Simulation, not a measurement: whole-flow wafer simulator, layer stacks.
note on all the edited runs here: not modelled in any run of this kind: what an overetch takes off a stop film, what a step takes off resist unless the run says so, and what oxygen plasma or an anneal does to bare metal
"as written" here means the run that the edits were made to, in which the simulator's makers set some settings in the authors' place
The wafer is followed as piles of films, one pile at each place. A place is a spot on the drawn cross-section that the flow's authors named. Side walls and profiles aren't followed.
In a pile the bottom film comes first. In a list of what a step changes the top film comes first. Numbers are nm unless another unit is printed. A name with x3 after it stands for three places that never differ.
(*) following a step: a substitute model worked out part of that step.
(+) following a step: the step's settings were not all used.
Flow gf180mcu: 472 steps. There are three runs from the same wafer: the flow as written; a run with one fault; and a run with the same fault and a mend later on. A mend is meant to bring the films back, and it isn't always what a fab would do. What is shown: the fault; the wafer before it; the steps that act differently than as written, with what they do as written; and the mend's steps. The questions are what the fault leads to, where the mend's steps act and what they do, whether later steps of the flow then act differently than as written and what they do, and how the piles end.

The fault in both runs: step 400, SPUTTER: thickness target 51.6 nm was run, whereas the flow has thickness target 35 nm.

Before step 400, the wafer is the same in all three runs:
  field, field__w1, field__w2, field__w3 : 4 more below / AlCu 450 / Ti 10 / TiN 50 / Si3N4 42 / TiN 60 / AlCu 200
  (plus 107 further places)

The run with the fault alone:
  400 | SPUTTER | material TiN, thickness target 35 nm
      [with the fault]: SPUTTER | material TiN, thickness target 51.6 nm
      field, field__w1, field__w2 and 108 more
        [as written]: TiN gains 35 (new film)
        [with the fault]: TiN gains 51.6 (new film)
  Steps later in the flow that act otherwise than as written (7 other steps are not shown; they differ only slightly, by no more than 2% or 0.5 nm, whichever is larger):
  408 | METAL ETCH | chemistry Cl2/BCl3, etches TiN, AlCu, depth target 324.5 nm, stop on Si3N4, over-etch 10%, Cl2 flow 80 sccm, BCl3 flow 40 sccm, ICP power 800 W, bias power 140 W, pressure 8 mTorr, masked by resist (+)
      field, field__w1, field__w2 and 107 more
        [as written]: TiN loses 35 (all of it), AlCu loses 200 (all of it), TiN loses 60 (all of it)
        [with the fault]: TiN loses 51.6 (all of it), AlCu loses 200 (all of it), TiN loses 60 (all of it)
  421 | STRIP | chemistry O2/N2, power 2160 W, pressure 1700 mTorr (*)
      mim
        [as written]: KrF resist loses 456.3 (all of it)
        [with the fault]: KrF resist loses 443.9 (all of it)
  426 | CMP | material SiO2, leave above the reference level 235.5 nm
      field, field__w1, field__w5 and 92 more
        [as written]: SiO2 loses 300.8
        [with the fault]: SiO2 loses 284.2
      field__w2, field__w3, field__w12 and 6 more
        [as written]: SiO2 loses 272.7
        [with the fault]: SiO2 loses 256.1
  At mim, the piles at the end differ from the flow's by more than 2% or 0.5 nm, whichever is larger.
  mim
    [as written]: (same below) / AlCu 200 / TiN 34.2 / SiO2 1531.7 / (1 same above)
    [with the fault]: (same below) / AlCu 200 / TiN 50.8 / SiO2 1531.7 / (1 same above)

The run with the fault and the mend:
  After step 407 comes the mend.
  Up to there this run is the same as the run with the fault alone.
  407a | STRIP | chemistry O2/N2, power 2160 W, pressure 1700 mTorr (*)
      mim
        resist loses 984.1 (all of it)
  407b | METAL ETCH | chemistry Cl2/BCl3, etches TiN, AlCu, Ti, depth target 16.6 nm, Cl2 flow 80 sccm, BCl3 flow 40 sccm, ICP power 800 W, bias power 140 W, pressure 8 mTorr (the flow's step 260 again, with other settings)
      field, field__w1, field__w2 and 108 more
        TiN loses 16.6
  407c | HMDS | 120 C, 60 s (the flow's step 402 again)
      leaves every film unchanged at each place that is followed
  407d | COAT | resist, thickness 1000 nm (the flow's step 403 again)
      field, field__w1, field__w2 and 108 more
        resist gains 1000 (new film)
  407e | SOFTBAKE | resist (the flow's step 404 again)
      leaves every film unchanged at each place that is followed
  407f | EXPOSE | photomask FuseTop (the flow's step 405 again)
      leaves every film unchanged at each place that is followed
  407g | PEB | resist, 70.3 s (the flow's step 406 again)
      field, field__w1, field__w2 and 108 more
        resist loses 15.9
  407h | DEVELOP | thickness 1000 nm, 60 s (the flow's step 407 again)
      field, field__w1, field__w2 and 107 more
        resist loses 984.1 (all of it)
  Every later step of the flow that is run acts as written at every place that is followed.
  By the end, the piles equal the flow's at every place that both follow.
